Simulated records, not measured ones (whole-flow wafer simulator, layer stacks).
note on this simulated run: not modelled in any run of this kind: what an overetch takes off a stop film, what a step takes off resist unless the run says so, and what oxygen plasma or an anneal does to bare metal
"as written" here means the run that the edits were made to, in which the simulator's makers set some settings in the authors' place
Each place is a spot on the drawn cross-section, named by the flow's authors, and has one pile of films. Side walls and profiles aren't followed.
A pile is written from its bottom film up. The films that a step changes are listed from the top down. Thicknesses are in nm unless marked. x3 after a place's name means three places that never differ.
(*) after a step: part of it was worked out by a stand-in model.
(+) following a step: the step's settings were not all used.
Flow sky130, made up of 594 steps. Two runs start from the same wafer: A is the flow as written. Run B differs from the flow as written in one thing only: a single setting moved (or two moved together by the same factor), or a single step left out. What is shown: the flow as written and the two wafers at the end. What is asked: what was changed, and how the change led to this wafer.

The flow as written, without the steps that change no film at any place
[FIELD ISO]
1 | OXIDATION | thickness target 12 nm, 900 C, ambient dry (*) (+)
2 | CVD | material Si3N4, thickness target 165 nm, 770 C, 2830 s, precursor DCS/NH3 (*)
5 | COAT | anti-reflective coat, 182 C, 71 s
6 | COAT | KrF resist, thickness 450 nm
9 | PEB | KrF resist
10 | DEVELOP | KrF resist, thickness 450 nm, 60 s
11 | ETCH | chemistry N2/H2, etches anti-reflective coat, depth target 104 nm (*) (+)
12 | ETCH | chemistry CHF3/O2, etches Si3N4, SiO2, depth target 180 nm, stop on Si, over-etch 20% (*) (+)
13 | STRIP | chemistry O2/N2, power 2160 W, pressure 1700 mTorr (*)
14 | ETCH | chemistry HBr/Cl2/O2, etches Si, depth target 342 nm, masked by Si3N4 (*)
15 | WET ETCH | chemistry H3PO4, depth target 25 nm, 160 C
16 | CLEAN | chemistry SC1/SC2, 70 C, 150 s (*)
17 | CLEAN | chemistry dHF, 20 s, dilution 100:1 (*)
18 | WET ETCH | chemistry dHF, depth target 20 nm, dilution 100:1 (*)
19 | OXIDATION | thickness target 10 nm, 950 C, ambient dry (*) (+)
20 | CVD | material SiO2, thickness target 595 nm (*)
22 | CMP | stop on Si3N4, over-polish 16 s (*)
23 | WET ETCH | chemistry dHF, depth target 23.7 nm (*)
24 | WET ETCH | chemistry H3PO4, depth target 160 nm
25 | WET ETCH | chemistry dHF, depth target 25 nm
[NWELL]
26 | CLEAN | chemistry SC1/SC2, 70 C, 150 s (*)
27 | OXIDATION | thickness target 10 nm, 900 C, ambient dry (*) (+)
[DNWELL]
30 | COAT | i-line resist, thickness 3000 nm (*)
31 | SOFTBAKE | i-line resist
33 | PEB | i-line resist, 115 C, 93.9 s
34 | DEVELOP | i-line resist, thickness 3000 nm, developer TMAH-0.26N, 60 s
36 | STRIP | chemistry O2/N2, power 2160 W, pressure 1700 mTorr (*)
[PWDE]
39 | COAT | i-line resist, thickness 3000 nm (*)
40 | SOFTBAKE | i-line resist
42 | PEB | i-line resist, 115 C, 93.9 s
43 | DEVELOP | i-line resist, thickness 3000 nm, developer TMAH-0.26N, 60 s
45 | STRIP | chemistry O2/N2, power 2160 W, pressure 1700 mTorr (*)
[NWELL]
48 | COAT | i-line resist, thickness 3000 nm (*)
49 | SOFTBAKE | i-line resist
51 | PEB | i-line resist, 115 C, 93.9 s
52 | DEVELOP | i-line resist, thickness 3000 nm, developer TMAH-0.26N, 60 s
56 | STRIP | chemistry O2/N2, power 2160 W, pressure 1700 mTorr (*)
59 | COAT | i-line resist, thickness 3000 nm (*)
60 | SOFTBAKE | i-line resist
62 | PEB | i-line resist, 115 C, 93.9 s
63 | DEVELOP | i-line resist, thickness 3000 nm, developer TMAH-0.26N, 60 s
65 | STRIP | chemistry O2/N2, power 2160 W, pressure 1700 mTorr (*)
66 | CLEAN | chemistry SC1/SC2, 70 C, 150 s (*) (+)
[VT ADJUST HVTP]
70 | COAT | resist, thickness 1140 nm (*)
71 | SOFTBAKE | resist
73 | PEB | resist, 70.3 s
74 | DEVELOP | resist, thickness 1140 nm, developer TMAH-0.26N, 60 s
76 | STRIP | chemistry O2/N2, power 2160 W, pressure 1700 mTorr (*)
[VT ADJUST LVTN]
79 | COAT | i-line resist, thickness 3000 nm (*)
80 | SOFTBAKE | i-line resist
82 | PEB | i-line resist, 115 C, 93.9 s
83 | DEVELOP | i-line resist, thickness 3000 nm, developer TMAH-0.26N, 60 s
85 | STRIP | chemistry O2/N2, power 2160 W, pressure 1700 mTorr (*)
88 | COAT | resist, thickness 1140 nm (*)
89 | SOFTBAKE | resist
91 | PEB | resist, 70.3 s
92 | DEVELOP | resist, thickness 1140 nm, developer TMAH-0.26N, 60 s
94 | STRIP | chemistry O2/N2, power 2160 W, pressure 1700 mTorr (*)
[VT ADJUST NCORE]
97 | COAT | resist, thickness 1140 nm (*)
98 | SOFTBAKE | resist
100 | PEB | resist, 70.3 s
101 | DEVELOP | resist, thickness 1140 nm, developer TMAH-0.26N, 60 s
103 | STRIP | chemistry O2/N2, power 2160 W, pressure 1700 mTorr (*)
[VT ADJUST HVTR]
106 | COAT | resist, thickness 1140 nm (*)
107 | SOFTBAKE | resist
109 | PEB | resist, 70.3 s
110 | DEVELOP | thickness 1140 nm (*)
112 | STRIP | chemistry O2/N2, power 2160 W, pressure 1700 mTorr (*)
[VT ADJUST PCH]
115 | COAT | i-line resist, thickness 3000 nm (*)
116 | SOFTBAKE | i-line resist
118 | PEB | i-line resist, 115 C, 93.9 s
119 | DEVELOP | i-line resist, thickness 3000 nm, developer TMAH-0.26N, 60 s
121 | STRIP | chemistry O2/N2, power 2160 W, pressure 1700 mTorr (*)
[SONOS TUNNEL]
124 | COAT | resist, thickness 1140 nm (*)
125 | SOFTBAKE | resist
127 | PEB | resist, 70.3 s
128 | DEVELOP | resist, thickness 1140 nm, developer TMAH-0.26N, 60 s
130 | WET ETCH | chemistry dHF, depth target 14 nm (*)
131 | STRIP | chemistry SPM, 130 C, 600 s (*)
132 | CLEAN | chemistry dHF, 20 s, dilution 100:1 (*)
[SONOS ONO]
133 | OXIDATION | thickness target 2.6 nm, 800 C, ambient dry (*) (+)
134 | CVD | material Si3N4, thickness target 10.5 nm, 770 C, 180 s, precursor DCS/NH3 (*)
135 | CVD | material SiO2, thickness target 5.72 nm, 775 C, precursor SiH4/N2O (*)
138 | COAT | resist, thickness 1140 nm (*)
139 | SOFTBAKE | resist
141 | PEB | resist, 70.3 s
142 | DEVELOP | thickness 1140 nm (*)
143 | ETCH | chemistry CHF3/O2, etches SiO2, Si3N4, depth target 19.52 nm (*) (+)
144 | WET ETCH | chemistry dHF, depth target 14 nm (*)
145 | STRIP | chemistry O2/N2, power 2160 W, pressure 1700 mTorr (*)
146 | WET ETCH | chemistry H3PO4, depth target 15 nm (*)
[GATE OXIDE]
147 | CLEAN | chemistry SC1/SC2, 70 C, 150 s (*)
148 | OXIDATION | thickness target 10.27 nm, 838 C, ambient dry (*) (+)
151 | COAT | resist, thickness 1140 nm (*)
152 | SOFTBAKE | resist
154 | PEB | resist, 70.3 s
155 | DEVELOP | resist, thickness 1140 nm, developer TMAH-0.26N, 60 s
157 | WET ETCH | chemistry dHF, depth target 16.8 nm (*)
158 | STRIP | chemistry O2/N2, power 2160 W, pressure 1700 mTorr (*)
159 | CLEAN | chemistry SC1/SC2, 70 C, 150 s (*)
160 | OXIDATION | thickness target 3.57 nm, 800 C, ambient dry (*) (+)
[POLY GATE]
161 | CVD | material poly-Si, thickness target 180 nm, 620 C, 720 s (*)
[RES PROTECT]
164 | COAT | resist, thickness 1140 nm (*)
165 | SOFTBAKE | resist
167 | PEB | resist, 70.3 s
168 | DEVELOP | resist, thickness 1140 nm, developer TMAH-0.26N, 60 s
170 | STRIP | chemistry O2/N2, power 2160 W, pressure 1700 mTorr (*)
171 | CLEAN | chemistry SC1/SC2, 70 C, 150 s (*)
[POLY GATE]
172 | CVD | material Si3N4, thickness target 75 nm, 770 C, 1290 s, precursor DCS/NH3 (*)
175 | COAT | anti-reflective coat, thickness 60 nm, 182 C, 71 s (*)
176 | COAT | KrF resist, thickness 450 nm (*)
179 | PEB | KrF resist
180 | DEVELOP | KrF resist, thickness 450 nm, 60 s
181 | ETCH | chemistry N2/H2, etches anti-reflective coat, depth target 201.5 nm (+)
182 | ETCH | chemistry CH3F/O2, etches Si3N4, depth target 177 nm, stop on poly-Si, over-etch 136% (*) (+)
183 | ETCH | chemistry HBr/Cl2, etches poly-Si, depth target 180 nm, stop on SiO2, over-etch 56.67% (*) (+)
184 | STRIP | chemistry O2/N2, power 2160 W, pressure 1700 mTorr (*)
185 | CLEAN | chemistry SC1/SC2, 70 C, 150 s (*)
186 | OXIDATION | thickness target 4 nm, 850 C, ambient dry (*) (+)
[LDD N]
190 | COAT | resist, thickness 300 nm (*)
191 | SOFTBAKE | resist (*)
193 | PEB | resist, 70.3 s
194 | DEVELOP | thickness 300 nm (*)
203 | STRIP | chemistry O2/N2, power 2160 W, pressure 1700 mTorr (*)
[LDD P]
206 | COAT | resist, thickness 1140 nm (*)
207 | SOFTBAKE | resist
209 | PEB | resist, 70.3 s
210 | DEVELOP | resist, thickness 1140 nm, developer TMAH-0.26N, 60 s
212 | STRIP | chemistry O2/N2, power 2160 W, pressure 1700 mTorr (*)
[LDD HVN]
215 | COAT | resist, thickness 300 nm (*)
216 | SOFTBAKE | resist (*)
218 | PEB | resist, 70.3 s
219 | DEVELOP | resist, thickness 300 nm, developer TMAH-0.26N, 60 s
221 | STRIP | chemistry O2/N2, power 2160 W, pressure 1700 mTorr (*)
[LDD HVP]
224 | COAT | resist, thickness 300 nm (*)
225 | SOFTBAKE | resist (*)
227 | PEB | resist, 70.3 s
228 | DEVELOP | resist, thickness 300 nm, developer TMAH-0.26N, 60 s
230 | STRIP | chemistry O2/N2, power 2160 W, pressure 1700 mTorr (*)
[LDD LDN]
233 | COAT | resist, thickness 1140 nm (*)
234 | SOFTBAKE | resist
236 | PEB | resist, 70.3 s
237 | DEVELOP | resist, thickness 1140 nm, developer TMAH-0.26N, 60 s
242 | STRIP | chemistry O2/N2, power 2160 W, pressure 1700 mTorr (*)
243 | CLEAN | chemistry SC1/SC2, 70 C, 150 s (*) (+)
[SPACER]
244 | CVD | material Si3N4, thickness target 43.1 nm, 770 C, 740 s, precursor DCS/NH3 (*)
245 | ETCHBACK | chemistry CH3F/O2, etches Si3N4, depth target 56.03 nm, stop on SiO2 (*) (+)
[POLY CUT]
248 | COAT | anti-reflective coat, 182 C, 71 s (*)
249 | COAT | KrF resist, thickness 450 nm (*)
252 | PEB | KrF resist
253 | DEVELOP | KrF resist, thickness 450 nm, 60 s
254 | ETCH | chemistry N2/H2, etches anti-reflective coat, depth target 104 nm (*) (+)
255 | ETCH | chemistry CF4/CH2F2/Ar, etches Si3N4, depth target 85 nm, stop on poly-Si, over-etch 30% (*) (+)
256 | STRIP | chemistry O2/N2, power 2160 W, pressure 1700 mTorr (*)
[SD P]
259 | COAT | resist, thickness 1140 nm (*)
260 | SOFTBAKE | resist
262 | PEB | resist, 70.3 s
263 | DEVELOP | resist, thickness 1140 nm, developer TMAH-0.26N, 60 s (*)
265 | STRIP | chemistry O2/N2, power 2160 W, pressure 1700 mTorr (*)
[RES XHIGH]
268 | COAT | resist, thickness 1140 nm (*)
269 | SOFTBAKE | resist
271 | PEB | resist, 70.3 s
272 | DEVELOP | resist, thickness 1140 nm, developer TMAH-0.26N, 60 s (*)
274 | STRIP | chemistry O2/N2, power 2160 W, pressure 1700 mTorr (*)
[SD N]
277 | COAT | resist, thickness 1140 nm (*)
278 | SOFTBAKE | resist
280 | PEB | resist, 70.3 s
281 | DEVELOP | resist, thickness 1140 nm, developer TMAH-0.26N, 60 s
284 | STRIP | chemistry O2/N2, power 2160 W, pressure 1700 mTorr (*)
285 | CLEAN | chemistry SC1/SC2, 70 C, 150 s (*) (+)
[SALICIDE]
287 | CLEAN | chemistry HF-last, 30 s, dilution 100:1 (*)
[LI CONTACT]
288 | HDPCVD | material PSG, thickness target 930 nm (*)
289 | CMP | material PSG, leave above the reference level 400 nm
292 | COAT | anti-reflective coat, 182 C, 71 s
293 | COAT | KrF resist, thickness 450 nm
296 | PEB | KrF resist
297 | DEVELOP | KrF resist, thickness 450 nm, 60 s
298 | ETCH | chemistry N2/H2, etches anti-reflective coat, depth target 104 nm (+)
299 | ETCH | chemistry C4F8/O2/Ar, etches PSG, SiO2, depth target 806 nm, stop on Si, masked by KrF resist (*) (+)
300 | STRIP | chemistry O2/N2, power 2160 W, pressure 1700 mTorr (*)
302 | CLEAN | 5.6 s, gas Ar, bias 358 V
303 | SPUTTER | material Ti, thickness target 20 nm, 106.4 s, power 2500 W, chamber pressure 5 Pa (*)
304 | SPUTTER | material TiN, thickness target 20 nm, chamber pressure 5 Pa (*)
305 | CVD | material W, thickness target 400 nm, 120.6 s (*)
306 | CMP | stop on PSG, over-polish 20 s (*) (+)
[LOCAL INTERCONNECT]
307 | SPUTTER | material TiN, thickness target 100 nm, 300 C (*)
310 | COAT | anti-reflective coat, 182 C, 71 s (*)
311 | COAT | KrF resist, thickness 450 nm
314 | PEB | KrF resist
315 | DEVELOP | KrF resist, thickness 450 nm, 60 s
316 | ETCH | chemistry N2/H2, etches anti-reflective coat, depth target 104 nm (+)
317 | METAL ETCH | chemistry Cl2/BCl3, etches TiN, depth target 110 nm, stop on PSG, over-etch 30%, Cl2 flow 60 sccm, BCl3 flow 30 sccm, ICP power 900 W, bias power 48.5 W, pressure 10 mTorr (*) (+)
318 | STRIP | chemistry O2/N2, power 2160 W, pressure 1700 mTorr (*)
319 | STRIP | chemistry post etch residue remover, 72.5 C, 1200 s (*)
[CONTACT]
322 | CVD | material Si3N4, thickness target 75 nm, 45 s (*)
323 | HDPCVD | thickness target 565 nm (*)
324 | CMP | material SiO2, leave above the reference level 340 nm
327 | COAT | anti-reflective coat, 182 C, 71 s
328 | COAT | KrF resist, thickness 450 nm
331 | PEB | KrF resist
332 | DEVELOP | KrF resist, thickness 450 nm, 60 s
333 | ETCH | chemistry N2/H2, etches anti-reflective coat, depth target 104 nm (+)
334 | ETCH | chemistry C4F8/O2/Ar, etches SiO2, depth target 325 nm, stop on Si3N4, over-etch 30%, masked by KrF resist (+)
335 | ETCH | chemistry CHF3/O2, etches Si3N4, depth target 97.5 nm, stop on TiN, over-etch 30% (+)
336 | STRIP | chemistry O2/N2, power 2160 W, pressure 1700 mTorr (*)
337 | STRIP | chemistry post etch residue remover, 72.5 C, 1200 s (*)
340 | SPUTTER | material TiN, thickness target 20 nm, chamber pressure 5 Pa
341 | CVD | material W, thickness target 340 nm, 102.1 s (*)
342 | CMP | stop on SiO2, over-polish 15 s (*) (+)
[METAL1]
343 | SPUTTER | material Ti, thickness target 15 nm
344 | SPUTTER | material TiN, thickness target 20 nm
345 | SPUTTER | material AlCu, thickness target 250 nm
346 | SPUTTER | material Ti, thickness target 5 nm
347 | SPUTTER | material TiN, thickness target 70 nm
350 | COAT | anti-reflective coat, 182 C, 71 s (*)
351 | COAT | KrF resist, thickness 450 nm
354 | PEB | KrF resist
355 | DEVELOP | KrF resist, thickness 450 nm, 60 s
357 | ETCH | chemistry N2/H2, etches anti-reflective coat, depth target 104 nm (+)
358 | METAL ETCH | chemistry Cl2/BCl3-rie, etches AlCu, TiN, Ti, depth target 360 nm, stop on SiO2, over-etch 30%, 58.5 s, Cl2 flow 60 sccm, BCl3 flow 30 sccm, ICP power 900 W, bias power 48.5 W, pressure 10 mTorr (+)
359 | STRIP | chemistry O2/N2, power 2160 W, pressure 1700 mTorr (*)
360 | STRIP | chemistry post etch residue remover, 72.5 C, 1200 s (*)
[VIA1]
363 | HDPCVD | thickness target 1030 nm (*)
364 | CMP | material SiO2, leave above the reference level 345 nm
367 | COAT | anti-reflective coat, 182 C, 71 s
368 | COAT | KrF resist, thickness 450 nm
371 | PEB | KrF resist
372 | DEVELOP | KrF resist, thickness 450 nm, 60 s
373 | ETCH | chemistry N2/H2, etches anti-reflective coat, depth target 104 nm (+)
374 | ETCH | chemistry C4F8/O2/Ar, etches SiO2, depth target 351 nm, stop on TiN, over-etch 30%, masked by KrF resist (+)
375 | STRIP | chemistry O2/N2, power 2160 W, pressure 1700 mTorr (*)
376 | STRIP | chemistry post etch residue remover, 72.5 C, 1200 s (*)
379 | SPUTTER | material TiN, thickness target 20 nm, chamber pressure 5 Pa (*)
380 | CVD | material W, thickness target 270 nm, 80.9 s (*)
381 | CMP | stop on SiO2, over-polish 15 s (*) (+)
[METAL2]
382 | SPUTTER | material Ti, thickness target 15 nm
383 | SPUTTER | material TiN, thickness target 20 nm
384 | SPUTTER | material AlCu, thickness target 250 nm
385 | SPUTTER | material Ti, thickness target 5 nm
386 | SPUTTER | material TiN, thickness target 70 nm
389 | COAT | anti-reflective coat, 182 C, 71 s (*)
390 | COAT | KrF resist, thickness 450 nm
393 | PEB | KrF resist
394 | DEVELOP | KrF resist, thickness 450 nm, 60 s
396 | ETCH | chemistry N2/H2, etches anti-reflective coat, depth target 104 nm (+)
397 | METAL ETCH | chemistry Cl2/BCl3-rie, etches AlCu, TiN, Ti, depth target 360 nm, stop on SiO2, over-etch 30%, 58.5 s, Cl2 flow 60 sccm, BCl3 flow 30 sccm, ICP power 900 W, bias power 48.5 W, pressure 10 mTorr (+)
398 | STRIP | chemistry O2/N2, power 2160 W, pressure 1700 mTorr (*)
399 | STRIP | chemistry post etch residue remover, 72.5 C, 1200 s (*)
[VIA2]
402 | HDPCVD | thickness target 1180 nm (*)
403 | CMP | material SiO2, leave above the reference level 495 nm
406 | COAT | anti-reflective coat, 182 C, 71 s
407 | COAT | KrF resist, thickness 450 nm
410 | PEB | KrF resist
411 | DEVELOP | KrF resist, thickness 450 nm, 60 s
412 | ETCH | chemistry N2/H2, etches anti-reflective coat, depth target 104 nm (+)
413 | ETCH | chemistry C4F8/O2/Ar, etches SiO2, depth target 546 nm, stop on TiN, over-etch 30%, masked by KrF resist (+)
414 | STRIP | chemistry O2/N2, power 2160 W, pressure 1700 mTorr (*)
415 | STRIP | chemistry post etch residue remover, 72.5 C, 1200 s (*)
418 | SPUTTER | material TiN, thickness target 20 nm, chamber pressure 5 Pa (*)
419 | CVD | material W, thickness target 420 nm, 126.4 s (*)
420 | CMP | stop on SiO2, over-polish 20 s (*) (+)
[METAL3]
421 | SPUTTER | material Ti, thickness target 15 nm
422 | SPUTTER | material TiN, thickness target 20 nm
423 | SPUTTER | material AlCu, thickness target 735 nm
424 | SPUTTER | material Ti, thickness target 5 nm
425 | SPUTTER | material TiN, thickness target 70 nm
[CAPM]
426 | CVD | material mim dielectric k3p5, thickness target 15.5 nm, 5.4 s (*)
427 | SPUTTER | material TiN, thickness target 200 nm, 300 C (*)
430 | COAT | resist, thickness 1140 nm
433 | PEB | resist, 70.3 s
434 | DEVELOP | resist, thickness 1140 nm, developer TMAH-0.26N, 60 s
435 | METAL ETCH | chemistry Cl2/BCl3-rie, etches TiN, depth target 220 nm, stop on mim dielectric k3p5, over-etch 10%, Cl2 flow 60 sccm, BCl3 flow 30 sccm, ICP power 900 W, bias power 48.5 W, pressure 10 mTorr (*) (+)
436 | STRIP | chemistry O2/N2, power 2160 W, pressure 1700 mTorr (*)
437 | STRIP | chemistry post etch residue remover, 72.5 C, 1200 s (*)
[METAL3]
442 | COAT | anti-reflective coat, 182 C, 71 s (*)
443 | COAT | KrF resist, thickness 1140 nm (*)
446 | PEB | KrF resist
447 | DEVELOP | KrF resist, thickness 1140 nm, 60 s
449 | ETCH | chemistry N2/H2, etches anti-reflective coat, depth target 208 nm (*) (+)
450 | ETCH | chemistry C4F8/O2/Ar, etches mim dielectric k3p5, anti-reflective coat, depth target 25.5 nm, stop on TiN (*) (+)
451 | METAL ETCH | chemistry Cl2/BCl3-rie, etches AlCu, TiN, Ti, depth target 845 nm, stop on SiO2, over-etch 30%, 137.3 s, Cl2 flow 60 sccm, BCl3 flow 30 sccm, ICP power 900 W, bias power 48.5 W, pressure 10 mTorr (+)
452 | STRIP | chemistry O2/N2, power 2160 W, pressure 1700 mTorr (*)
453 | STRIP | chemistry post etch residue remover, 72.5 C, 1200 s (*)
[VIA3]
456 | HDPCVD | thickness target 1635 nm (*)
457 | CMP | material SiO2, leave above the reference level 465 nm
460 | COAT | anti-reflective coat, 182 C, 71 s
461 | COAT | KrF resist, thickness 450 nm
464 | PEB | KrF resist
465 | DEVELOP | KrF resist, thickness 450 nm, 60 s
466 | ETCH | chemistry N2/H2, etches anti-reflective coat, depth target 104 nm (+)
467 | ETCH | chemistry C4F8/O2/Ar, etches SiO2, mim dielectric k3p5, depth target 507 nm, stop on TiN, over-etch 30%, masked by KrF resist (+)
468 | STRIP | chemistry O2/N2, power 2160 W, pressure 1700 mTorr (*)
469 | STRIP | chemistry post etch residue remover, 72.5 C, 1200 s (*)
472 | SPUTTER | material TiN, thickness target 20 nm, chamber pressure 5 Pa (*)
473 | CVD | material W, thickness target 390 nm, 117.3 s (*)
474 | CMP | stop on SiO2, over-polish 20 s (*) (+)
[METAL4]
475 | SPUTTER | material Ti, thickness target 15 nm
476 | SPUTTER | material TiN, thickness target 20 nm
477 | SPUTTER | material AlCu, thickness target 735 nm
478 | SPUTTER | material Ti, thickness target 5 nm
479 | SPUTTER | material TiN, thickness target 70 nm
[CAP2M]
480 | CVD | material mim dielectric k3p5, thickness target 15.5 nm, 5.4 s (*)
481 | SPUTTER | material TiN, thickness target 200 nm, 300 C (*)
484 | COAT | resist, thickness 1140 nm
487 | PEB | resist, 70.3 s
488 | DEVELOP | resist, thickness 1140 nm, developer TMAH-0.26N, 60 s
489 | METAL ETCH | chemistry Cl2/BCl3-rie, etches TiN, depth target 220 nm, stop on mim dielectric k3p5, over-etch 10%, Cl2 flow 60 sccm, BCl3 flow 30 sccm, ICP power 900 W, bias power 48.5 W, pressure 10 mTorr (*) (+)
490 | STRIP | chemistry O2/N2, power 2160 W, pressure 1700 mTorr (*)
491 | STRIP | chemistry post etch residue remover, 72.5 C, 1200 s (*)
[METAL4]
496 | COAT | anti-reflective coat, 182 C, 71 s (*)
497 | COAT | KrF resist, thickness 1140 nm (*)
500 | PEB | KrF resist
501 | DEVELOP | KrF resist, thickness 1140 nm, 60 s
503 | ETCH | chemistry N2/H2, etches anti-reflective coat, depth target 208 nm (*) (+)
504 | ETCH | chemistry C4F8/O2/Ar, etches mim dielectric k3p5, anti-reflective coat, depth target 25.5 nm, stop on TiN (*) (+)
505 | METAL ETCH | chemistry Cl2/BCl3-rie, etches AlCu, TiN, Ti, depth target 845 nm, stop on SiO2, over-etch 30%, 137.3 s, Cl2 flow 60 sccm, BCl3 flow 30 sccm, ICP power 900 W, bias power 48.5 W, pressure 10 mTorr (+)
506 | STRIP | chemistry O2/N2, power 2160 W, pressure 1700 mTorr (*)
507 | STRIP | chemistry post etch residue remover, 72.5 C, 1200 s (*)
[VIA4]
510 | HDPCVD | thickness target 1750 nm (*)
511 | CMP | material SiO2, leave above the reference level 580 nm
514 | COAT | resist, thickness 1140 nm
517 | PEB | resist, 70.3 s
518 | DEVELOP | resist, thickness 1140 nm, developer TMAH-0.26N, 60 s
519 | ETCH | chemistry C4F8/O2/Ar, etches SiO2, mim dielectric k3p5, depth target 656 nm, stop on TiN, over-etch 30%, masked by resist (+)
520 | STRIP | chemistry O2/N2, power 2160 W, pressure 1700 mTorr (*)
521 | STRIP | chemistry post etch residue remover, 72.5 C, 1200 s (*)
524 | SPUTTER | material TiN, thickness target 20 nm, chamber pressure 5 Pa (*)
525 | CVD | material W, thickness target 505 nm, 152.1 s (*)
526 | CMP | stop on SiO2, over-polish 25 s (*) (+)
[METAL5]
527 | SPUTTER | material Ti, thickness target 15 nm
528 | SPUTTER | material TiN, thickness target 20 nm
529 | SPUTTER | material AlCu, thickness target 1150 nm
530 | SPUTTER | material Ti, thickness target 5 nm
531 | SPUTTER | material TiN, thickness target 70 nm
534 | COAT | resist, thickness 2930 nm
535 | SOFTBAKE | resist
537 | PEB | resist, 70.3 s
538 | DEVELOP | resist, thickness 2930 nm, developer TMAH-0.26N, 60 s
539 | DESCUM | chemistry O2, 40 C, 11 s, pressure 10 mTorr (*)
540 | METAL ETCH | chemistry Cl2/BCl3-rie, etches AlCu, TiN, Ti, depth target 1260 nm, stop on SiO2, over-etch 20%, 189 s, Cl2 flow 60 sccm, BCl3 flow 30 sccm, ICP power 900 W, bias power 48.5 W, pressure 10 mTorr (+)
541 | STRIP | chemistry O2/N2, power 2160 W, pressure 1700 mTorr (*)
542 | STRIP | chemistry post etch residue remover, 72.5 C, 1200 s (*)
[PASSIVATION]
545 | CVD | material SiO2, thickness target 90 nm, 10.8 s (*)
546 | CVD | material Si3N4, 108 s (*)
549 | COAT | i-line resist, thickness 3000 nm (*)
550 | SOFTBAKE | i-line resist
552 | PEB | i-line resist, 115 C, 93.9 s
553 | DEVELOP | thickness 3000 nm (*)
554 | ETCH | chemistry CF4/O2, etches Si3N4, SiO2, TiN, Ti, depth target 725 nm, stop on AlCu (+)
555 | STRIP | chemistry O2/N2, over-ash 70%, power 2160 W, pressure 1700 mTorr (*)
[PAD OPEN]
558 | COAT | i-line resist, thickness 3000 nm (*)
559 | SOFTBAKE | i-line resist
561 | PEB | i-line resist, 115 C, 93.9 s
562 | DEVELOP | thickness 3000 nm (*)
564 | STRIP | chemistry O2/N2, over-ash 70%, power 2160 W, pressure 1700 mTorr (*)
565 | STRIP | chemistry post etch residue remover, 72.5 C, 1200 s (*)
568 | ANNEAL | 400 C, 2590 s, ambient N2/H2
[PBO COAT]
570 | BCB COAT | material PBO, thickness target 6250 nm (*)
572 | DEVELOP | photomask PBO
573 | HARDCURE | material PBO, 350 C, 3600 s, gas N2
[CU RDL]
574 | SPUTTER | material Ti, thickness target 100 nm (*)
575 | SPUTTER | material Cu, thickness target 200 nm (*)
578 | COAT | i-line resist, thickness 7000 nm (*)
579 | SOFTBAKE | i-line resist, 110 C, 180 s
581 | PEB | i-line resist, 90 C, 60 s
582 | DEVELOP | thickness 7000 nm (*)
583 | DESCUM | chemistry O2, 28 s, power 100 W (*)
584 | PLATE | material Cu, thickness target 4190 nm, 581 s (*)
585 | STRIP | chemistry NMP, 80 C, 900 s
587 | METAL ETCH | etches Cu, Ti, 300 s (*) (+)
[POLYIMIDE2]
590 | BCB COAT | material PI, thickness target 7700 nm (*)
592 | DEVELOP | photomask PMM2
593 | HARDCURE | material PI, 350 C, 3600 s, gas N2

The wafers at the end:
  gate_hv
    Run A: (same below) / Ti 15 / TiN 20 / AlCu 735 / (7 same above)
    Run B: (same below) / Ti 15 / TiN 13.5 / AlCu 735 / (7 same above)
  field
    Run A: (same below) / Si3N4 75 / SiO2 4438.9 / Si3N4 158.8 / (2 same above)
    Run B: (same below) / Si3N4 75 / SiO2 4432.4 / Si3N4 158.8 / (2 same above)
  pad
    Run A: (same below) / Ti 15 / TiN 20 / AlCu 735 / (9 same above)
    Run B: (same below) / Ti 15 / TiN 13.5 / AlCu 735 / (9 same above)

Cause: step 476, SPUTTER: thickness target 13.5 nm was run, whereas the flow has thickness target 20 nm.
The wafer lets one read it off: gate_hv has TiN 13.5, and step 476 as written asks for 20 nm.

How this came from the change, step by step:
  476 | SPUTTER | material TiN, thickness target 20 nm
      field, active, n_well and 189 more: A TiN gains 20 (new film) | B TiN gains 13.5 (new film)
  505 | METAL ETCH | chemistry Cl2/BCl3-rie, etches AlCu, TiN, Ti, depth target 845 nm, stop on SiO2, over-etch 30%, 137.3 s, Cl2 flow 60 sccm, BCl3 flow 30 sccm, ICP power 900 W, bias power 48.5 W, pressure 10 mTorr (+)
      field, gate, spacer and 68 more: A TiN loses 70 (all of it), Ti loses 5 (all of it), AlCu loses 735 (all of it), TiN loses 20 (all of it), Ti loses 15 (all of it), SiO2 loses 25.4 | B TiN loses 70 (all of it), Ti loses 5 (all of it), AlCu loses 735 (all of it), TiN loses 13.5 (all of it), Ti loses 15 (all of it), SiO2 loses 26
      active, vpp_iso1, mim_edge_plate and 14 more: A TiN loses 70 (all of it), Ti loses 5 (all of it), AlCu loses 735 (all of it), TiN loses 20 (all of it), Ti loses 15 (all of it), SiO2 loses 25.3 | B TiN loses 70 (all of it), Ti loses 5 (all of it), AlCu loses 735 (all of it), TiN loses 13.5 (all of it), Ti loses 15 (all of it), SiO2 loses 26
